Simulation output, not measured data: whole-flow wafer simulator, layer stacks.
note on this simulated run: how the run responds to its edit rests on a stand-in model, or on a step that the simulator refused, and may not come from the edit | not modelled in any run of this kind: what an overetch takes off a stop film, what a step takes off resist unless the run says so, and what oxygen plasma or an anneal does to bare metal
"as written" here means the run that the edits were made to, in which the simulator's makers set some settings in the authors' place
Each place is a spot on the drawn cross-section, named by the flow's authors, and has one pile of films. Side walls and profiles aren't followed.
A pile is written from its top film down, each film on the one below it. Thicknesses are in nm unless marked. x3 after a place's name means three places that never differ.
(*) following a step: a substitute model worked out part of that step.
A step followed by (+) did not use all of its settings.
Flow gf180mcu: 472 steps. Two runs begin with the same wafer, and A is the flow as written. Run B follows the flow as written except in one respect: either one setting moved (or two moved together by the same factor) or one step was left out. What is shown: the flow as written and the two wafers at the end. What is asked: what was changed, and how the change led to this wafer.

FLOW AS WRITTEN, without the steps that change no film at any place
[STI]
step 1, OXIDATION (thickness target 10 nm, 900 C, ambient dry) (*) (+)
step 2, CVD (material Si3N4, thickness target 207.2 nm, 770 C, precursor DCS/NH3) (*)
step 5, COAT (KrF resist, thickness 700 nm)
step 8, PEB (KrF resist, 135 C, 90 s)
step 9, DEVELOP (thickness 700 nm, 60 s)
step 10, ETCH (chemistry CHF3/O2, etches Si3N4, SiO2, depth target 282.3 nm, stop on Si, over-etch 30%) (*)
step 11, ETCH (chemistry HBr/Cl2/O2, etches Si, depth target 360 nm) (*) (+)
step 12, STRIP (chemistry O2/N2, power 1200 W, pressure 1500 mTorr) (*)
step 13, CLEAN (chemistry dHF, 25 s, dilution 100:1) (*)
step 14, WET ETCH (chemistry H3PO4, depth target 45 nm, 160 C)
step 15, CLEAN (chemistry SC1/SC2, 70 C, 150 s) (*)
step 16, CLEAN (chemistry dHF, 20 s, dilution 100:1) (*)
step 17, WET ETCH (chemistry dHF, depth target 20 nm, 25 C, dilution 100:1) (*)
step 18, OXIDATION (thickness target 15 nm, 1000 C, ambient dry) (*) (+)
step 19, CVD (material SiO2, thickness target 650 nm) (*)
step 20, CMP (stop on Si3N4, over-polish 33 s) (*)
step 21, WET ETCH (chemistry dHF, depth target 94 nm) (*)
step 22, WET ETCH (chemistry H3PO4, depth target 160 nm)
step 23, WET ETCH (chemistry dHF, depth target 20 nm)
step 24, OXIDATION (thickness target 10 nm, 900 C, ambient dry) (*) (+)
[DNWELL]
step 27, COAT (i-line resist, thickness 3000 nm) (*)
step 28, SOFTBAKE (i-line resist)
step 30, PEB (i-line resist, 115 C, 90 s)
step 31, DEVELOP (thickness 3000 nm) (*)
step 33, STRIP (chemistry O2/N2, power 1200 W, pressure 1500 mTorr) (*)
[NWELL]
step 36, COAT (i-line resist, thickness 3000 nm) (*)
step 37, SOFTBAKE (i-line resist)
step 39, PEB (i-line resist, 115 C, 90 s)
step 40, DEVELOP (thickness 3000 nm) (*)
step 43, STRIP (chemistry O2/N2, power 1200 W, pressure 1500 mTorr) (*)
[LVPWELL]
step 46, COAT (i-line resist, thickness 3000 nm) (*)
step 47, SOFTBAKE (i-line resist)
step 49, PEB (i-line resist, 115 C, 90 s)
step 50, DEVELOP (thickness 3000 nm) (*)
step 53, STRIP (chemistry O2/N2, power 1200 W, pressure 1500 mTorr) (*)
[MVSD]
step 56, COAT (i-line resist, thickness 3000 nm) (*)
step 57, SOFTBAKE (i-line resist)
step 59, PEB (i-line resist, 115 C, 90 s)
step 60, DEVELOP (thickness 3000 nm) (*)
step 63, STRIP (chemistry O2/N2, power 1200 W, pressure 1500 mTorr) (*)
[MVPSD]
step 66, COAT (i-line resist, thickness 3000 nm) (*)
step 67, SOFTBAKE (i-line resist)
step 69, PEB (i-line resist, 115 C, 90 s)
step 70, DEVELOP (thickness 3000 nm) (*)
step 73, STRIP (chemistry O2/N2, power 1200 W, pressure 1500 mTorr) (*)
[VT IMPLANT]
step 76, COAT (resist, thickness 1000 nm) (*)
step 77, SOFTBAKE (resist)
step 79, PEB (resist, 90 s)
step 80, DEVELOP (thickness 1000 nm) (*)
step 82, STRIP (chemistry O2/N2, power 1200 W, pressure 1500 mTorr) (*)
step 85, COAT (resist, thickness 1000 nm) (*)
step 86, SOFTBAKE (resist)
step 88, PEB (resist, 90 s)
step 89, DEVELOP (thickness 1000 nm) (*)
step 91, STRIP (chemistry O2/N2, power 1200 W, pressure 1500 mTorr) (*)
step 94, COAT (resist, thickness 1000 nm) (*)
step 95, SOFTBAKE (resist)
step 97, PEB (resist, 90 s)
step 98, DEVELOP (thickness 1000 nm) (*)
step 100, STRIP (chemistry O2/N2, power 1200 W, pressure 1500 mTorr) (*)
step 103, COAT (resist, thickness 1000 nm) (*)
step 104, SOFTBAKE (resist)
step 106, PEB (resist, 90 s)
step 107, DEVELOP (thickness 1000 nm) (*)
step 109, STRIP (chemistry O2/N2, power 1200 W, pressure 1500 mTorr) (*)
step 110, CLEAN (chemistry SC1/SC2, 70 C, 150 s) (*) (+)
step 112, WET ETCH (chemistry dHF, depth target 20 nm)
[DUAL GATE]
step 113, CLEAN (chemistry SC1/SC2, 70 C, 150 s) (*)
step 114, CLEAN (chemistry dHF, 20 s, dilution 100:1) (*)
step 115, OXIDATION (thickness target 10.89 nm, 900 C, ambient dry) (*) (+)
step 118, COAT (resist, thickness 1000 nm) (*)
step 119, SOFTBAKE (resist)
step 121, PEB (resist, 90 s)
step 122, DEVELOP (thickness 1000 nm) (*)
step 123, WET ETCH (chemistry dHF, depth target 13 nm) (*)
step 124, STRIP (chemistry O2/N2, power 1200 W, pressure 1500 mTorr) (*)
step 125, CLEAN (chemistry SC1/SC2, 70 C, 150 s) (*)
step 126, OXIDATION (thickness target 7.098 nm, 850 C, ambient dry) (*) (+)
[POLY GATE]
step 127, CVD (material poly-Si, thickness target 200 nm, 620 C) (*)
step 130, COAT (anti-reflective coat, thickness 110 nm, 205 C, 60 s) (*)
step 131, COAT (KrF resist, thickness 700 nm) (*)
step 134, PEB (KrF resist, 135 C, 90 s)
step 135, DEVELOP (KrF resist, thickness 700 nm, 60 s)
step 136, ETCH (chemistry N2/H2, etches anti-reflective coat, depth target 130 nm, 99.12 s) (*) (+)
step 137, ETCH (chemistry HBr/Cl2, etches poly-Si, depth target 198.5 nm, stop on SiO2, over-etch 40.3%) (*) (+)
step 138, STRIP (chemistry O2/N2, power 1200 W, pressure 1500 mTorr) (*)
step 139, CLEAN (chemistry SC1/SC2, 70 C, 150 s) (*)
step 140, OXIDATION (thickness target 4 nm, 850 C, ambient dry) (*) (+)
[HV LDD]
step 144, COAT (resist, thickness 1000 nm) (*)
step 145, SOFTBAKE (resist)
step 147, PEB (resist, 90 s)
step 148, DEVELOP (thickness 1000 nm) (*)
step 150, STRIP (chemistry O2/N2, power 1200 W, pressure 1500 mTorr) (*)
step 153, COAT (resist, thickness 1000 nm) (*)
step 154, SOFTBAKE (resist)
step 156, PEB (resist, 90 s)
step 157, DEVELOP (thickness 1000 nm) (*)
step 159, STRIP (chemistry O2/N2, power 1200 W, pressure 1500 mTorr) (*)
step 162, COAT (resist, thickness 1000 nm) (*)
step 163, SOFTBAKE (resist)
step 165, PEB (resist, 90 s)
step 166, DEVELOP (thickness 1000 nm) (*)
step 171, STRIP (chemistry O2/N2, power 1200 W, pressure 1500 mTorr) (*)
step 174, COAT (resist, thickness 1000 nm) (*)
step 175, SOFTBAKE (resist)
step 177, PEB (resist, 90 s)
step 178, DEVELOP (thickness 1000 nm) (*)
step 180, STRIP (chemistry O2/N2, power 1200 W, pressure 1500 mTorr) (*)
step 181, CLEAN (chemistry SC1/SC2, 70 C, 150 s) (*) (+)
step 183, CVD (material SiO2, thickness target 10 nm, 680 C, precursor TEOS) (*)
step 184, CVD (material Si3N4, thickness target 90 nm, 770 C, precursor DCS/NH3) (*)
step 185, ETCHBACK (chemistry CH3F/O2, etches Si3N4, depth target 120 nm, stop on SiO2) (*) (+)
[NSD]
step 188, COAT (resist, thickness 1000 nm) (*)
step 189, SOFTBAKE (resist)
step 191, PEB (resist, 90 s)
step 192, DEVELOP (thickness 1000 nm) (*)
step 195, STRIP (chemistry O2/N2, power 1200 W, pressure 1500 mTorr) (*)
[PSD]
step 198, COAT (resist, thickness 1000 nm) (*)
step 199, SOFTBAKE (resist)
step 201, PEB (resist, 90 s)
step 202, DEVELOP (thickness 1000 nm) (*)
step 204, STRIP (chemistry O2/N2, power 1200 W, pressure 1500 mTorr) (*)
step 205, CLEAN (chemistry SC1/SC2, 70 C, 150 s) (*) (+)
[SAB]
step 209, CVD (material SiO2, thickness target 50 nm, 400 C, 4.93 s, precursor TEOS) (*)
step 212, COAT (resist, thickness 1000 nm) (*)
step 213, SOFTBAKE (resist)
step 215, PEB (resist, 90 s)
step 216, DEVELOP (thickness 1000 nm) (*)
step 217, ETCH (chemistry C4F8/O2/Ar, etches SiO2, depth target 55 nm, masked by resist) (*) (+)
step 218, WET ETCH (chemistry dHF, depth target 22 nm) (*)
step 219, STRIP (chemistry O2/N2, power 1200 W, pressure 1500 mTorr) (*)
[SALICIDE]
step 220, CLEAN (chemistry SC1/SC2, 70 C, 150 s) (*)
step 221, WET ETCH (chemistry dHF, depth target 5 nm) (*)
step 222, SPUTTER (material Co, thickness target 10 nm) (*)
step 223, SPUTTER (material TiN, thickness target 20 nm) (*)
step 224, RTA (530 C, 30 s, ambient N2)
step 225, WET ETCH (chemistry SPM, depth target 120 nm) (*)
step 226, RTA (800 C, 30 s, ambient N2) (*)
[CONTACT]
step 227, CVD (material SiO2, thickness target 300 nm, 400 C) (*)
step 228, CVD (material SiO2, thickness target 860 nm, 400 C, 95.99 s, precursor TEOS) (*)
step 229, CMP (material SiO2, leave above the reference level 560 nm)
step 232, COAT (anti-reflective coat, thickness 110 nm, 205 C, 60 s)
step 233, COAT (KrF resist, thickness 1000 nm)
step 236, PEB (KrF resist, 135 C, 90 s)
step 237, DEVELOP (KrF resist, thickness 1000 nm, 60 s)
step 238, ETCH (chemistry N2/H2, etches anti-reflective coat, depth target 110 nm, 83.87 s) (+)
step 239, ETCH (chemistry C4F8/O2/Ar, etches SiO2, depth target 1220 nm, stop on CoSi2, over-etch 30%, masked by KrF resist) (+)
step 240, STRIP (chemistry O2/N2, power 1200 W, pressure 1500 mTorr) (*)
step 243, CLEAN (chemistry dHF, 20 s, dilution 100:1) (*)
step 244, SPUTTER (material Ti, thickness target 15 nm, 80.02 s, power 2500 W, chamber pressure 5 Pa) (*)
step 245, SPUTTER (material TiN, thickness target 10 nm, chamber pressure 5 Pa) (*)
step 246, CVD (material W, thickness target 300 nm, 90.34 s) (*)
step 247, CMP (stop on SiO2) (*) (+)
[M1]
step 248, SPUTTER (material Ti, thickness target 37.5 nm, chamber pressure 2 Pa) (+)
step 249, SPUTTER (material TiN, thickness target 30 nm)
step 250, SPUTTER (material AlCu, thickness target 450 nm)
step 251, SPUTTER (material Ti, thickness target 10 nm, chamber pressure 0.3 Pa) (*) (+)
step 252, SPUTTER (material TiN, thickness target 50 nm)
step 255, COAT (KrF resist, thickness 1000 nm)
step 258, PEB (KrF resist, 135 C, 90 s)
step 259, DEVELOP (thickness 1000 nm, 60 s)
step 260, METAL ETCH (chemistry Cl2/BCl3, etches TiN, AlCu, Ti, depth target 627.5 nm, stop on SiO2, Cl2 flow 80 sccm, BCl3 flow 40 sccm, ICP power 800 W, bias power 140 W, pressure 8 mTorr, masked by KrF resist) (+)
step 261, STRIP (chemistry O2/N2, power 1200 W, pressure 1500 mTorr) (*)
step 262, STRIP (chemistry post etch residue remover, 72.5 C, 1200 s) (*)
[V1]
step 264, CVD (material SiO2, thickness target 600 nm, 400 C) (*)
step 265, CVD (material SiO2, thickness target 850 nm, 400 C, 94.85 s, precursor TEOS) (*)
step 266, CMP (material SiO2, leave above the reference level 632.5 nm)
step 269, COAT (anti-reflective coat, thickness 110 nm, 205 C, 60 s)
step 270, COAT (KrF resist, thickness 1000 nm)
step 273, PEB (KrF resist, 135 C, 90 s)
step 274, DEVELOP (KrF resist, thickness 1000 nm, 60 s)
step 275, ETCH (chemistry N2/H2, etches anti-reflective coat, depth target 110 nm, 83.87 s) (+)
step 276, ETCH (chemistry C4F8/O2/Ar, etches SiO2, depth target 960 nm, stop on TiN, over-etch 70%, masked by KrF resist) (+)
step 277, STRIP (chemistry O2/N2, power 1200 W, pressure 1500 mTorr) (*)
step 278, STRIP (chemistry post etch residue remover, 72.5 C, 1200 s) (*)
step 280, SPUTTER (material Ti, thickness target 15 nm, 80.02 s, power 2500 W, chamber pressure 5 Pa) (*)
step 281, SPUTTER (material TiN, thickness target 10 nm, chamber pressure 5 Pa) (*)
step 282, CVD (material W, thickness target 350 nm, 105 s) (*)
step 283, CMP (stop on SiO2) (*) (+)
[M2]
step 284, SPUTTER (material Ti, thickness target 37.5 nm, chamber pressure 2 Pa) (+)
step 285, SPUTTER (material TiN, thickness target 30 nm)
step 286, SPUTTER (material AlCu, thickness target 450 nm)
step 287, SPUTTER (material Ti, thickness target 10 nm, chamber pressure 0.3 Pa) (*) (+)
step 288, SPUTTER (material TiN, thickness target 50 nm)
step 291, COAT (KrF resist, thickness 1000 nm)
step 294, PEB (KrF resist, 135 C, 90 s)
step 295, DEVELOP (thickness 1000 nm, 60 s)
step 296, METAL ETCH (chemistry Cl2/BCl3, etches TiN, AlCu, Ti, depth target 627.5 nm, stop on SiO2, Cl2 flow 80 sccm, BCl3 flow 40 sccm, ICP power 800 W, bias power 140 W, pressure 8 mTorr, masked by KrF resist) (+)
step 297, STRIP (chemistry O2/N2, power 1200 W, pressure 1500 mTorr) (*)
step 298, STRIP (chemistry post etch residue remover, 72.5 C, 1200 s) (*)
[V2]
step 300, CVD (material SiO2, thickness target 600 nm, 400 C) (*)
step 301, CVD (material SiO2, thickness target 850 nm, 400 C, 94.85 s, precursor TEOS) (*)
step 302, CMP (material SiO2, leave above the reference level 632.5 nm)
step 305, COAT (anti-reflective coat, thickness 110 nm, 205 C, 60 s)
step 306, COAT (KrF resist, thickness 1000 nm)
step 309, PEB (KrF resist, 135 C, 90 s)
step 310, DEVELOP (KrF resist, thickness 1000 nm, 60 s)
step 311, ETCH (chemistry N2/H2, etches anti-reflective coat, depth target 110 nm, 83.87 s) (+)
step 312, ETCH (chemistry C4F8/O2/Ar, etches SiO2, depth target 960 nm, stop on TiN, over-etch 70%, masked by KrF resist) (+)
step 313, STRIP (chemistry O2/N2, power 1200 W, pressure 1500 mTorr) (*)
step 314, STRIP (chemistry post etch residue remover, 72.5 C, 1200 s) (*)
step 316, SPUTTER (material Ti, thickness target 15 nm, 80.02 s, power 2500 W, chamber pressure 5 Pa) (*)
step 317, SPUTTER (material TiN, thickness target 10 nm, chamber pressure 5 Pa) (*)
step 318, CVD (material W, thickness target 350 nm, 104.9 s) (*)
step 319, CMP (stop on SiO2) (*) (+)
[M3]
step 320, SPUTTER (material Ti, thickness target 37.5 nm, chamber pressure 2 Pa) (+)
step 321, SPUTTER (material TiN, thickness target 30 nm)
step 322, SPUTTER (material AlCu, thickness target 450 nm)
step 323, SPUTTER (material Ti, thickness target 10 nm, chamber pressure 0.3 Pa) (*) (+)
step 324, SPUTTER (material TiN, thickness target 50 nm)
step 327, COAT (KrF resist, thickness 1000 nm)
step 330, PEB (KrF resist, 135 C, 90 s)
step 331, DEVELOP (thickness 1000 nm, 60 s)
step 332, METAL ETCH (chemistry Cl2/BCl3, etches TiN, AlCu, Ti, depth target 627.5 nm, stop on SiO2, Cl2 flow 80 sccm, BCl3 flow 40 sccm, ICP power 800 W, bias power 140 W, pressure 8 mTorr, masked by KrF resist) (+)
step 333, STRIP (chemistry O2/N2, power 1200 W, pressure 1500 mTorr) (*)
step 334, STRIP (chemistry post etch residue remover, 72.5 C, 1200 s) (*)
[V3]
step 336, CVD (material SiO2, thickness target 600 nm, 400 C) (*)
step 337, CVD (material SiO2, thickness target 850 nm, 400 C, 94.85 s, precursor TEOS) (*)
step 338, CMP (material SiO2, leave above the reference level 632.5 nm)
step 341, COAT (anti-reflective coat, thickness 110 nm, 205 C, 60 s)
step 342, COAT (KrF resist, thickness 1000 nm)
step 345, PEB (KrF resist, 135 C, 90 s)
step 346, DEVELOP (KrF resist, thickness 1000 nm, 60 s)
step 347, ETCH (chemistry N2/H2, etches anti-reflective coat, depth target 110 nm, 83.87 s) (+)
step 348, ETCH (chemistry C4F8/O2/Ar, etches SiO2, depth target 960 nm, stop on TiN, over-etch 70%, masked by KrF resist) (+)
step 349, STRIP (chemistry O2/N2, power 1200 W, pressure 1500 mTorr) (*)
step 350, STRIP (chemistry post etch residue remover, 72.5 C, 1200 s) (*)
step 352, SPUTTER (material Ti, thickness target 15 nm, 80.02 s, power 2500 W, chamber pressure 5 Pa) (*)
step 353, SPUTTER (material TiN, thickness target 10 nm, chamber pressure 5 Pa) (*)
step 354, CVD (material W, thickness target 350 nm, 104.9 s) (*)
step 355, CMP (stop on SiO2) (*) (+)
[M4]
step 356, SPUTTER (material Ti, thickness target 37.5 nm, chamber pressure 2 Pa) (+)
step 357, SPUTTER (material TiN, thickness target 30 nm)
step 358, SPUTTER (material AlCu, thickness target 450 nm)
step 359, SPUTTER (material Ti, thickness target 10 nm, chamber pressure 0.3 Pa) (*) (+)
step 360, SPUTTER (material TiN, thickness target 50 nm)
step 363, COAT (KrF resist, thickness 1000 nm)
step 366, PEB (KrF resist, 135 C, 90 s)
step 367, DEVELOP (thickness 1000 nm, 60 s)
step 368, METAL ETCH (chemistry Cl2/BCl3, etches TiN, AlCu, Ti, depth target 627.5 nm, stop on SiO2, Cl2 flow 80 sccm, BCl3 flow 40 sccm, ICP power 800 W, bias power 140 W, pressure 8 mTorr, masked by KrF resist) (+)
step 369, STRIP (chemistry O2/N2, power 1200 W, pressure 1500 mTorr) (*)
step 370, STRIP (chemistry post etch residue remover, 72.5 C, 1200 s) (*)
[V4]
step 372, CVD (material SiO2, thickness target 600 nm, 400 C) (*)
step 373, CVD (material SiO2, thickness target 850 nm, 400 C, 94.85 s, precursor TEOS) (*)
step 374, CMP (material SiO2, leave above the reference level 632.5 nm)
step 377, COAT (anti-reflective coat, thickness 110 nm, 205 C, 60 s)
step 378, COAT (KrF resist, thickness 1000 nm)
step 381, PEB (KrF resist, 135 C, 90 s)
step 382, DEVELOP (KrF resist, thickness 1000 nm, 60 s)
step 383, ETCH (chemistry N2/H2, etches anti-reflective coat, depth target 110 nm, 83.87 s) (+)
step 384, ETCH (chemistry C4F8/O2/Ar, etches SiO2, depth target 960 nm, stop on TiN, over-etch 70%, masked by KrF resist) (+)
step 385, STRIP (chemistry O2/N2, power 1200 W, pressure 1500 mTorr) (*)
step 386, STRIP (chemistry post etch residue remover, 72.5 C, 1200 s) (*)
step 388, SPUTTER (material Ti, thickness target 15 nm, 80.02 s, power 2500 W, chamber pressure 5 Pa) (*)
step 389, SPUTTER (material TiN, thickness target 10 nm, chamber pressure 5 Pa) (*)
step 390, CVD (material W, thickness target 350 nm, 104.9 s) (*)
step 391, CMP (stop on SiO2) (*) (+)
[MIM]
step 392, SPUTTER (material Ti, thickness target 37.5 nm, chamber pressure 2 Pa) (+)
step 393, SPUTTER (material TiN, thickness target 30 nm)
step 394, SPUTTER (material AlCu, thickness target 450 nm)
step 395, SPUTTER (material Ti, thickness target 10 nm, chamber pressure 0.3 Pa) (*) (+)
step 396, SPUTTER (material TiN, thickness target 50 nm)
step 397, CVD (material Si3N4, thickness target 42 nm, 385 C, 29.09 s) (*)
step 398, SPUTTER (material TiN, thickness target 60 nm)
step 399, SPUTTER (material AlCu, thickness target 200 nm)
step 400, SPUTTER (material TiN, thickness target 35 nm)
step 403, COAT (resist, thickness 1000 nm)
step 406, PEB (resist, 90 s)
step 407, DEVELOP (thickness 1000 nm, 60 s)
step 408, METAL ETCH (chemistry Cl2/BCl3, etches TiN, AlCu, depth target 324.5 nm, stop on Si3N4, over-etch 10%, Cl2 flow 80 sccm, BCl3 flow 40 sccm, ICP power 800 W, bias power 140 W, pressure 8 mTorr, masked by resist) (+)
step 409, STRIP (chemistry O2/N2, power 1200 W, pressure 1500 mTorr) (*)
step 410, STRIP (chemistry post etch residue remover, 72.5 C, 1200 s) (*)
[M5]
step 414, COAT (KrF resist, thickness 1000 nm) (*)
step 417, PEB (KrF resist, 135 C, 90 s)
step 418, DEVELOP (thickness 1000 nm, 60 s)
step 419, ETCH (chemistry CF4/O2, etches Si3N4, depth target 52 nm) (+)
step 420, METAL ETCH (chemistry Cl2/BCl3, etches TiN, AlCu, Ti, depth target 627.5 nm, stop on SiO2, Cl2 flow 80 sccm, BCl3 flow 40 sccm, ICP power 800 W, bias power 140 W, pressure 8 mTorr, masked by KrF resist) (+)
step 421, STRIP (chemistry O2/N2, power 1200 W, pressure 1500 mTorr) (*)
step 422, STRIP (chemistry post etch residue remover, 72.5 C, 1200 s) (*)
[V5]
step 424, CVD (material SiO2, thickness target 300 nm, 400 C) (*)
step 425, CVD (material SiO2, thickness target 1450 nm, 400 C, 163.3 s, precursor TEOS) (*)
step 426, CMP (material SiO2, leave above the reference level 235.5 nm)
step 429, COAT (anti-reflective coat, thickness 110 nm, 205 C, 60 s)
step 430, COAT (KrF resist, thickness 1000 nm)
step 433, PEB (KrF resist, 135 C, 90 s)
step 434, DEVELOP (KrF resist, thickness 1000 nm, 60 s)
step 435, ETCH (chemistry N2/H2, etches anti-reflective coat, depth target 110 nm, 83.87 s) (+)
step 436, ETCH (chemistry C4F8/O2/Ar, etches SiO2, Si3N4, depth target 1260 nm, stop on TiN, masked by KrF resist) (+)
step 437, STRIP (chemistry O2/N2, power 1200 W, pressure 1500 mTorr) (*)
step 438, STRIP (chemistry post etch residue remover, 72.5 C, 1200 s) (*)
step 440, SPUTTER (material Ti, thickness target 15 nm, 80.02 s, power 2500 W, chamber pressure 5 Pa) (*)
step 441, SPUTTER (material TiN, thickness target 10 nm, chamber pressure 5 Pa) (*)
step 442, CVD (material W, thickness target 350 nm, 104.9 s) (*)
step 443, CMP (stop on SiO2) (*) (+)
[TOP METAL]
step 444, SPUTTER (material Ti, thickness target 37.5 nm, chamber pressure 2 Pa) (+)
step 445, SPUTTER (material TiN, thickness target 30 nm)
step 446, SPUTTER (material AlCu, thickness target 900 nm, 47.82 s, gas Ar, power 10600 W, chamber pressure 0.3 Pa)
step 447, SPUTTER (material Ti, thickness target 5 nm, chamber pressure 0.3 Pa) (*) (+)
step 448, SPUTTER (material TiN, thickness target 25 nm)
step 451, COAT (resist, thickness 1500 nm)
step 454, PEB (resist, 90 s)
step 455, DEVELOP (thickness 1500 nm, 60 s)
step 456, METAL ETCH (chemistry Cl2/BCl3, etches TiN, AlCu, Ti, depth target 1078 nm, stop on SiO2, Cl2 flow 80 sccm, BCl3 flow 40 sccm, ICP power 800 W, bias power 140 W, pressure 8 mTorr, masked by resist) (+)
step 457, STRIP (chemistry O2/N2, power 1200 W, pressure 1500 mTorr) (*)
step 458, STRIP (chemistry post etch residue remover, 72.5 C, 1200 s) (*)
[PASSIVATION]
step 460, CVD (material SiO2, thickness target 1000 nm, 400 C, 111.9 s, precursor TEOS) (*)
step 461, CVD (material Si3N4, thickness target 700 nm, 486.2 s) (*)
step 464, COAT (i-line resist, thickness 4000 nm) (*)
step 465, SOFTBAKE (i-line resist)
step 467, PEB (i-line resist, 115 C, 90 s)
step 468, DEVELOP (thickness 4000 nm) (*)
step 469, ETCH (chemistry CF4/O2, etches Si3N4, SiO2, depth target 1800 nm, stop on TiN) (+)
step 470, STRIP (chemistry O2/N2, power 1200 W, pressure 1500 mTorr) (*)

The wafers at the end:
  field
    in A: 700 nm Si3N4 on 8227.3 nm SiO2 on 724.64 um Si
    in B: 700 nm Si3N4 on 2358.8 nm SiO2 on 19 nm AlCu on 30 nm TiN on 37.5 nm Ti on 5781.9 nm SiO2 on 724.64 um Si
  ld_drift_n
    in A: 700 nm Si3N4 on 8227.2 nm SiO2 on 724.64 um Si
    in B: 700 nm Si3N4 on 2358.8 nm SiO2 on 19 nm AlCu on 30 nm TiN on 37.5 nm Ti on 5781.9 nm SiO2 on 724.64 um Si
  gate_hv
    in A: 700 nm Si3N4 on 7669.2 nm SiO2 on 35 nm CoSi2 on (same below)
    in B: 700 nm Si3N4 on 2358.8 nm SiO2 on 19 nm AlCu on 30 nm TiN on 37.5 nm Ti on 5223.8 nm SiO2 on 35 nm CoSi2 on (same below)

Cause: step 420, METAL ETCH: depth target 483.8 nm was run, though the flow has depth target 627.5 nm.

The path from the change to this, step by step:
  step 420, METAL ETCH (chemistry Cl2/BCl3, etches TiN, AlCu, Ti, depth target 627.5 nm, stop on SiO2, Cl2 flow 80 sccm, BCl3 flow 40 sccm, ICP power 800 W, bias power 140 W, pressure 8 mTorr, masked by KrF resist) (+)
      field, field__w1, field__w2 and 101 more: A -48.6 TiN (all of it), -10 Ti (all of it), -450 AlCu (all of it), -30 TiN (all of it), -37.5 Ti (all of it) | B -48.6 TiN (all of it), -10 Ti (all of it), -425.2 AlCu
      field__w4, field__w8, contact, m1, m1__w1, mim, mim_1p0, m1_nw: A -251 KrF resist | B -193.5 KrF resist
  step 421, STRIP (chemistry O2/N2, power 1200 W, pressure 1500 mTorr) (*)
      field__w8, m1__w1: A -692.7 KrF resist (all of it) | B -750.2 KrF resist (all of it)
      contact, m1: A -693.2 KrF resist (all of it) | B -750.6 KrF resist (all of it)
      (also at 4 further places)
  step 422, STRIP (chemistry post etch residue remover, 72.5 C, 1200 s) (*)
      field, field__w1, field__w2 and 101 more: A nothing | B -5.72 AlCu
  step 424, CVD (material SiO2, thickness target 300 nm, 400 C) (*)
      field, field__w1, field__w2 and 101 more: A +300 SiO2 | B +300 SiO2 (new film)
  step 426, CMP (material SiO2, leave above the reference level 235.5 nm)
      field, field__w1, field__w5 and 92 more: A -300.8 SiO2 | B -387.4 SiO2
      field__w2, field__w3, field__w12 and 6 more: A -272.7 SiO2 | B -363.2 SiO2
Taking metal films that touch as one body, field has 1 body; the flow as written gives 0 bodies.
Taking metal films that touch as one body, ld_drift_n has 1 body; the flow as written gives 0 bodies.
Taking metal films that touch as one body, gate_hv has 2 bodies (between them, from the top down: SiO2 5223.8); the flow as written gives 1 body.
